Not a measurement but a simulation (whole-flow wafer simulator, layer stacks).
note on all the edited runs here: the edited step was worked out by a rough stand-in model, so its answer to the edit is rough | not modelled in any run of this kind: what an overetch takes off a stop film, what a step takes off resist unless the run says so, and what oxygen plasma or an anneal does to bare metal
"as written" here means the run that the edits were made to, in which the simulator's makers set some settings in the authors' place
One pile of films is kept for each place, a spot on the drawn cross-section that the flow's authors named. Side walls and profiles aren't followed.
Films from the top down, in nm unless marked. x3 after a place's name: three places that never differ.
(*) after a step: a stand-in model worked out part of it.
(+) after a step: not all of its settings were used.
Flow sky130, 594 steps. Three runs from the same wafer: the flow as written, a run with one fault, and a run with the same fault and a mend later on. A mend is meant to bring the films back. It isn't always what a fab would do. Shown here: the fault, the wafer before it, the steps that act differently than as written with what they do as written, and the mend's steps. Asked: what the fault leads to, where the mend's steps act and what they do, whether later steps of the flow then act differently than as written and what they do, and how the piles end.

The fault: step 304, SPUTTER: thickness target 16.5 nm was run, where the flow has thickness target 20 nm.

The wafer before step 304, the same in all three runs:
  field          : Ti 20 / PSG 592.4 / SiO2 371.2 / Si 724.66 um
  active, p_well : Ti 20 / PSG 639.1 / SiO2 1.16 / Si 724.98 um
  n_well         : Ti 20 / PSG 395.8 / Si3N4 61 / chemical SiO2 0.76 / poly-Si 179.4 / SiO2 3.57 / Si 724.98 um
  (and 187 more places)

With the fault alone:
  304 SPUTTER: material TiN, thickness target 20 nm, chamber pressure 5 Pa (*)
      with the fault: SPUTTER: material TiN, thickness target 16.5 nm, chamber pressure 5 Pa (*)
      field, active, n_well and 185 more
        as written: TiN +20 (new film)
        with the fault: TiN +16.5 (new film)
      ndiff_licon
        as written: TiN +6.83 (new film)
        with the fault: TiN +5.67 (new film)
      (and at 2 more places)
  Later steps of the flow that act differently than as written (1 more step differs only slightly, by at most 2% or 0.5 nm, whichever is larger, and isn't shown):
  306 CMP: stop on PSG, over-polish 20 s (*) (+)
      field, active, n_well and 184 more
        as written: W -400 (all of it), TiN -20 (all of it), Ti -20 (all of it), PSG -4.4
        with the fault: W -400 (all of it), TiN -16.5 (all of it), Ti -20 (all of it), PSG -4.4
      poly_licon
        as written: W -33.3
        with the fault: W -29.8
  At the end the piles differ from the flow's by more than 2% or 0.5 nm, whichever is larger, at poly_licon, ndiff_licon, ndiff_licon_cpp, rpo_hd_licon.
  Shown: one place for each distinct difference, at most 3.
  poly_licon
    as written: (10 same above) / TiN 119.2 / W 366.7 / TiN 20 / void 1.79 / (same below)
    with the fault: (10 same above) / TiN 119.2 / W 370.2 / TiN 16.5 / void 1.79 / (same below)
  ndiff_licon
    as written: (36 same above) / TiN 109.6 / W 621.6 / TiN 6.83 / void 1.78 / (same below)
    with the fault: (36 same above) / TiN 109.6 / W 622.8 / TiN 5.67 / void 1.78 / (same below)
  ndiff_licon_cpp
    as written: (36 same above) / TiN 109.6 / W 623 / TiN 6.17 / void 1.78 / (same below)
    with the fault: (36 same above) / TiN 109.6 / W 624 / TiN 5.12 / void 1.78 / (same below)

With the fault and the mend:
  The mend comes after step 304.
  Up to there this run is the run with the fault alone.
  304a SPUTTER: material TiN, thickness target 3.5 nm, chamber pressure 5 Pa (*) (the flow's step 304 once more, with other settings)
      field, active, n_well and 185 more
        TiN +3.5
      ndiff_licon
        TiN +1.17
      ndiff_licon_cpp
        TiN +1.05
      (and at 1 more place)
  No later step of the flow acts differently than as written, at any place that is followed, by more than 2% or 0.5 nm, whichever is larger.
  At the end the piles differ from the flow's only slightly at the places that both follow, by at most 2% or 0.5 nm, whichever is larger.
